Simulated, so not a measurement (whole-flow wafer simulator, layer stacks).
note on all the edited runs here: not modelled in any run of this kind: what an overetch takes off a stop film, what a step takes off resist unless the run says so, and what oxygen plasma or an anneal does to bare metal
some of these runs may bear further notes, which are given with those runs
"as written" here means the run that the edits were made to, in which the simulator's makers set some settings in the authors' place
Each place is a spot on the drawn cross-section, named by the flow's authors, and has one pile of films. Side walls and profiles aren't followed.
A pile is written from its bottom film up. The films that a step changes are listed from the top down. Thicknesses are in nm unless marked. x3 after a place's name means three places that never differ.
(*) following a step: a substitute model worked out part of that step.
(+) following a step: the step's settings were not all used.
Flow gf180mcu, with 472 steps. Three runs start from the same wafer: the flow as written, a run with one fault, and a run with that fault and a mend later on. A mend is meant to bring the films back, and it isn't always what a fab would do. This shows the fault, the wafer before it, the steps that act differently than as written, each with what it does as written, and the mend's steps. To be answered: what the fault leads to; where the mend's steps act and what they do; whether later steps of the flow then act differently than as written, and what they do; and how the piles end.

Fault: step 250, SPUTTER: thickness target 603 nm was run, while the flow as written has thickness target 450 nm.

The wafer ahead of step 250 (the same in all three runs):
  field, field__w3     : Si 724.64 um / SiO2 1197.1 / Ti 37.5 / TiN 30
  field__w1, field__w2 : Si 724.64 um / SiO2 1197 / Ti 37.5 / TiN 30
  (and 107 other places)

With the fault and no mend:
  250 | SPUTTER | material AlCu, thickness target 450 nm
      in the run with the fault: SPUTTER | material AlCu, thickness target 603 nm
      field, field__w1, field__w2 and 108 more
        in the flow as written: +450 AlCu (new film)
        in the run with the fault: +603 AlCu (new film)
  Steps later in the flow that act otherwise than as written:
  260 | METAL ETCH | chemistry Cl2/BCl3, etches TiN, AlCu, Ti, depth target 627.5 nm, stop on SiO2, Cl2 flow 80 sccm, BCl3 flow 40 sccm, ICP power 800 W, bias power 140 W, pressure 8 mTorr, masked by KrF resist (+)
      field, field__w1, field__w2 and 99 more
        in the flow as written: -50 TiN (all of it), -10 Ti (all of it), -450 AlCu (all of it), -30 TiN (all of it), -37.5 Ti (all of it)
        in the run with the fault: -50 TiN (all of it), -10 Ti (all of it), -567.5 AlCu
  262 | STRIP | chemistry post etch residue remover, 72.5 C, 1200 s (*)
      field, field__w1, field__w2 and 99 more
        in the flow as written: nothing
        in the run with the fault: -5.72 AlCu
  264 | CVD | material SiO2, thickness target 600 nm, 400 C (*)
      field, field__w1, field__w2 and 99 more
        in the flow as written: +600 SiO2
        in the run with the fault: +600 SiO2 (new film)
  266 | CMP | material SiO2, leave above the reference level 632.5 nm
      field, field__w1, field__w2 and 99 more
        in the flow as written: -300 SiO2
        in the run with the fault: -244.3 SiO2
  By the end, the piles at field, field__w1, field__w2 and 109 more depart from the flow's by more than 2% or 0.5 nm, whichever is larger.
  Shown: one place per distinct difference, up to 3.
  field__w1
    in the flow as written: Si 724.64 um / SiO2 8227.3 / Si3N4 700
    in the run with the fault: Si 724.64 um / SiO2 1197 / Ti 37.5 / TiN 30 / AlCu 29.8 / SiO2 7086 / Si3N4 700
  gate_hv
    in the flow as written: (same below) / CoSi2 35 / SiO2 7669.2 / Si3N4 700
    in the run with the fault: (same below) / CoSi2 35 / SiO2 638.9 / Ti 37.5 / TiN 30 / AlCu 29.8 / SiO2 7086 / Si3N4 700
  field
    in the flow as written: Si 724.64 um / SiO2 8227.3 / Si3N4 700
    in the run with the fault: Si 724.64 um / SiO2 1197.1 / Ti 37.5 / TiN 30 / AlCu 29.8 / SiO2 7086 / Si3N4 700

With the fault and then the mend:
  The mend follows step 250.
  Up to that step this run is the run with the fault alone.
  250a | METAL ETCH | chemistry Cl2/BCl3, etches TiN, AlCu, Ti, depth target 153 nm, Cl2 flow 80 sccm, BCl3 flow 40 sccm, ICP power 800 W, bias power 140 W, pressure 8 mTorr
      field, field__w1, field__w2 and 108 more
        -153 AlCu
  Later steps of the flow that are run all act as written at every place that is followed.
  At every place that both follow, the piles at the end match the flow's.
